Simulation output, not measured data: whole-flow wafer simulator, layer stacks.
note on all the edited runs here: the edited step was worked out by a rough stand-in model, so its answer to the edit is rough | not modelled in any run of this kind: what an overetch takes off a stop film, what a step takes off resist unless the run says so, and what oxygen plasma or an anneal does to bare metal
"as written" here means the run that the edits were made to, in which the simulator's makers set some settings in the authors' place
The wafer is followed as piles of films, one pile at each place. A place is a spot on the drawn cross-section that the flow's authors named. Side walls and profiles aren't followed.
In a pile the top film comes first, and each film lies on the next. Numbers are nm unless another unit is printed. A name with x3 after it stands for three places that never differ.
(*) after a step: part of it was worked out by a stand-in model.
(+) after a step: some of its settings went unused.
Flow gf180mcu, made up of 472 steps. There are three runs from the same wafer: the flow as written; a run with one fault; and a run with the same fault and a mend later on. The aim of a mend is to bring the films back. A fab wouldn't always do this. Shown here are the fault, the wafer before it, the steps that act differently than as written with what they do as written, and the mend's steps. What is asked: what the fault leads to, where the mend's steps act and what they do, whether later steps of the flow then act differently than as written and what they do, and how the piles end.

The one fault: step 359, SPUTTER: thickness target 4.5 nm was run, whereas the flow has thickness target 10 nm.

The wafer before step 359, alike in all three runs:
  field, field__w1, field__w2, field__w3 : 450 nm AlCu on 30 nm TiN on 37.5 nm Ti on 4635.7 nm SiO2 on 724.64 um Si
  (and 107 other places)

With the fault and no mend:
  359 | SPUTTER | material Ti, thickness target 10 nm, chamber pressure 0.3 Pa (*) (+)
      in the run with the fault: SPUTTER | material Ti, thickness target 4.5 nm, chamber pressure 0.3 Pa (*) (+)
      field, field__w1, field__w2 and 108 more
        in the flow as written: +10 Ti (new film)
        in the run with the fault: +4.5 Ti (new film)
  Later steps of the flow acting differently than as written (5 other steps are not shown; they differ only slightly, by no more than 2% or 0.5 nm, whichever is larger):
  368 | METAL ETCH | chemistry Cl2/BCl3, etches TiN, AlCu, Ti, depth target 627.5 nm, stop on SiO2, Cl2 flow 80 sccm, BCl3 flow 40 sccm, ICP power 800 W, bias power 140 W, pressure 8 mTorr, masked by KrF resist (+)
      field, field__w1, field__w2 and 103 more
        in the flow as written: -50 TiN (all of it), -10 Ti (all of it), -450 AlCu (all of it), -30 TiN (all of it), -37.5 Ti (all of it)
        in the run with the fault: -50 TiN (all of it), -4.5 Ti (all of it), -450 AlCu (all of it), -30 TiN (all of it), -37.5 Ti (all of it)
  The piles end different from the flow's at field__w8, contact, m1, m1__w1, m1_nw by more than 2% or 0.5 nm, whichever is larger.
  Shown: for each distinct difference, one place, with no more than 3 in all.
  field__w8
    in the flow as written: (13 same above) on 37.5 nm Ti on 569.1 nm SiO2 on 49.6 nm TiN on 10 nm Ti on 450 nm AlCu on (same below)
    in the run with the fault: (13 same above) on 37.5 nm Ti on 574.6 nm SiO2 on 49.6 nm TiN on 4.5 nm Ti on 450 nm AlCu on (same below)
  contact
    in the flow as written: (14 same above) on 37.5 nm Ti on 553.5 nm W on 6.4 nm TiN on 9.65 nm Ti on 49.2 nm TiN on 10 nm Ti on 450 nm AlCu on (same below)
    in the run with the fault: (14 same above) on 37.5 nm Ti on 559.1 nm W on 6.38 nm TiN on 9.62 nm Ti on 49.2 nm TiN on 4.5 nm Ti on 450 nm AlCu on (same below)

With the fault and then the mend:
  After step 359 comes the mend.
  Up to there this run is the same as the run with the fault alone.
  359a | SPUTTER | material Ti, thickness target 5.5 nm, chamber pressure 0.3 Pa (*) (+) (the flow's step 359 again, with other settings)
      field, field__w1, field__w2 and 108 more
        +5.5 Ti
  Later steps of the flow that are run all act as written at every place that is followed.
  By the end, the piles equal the flow's at every place that both follow.
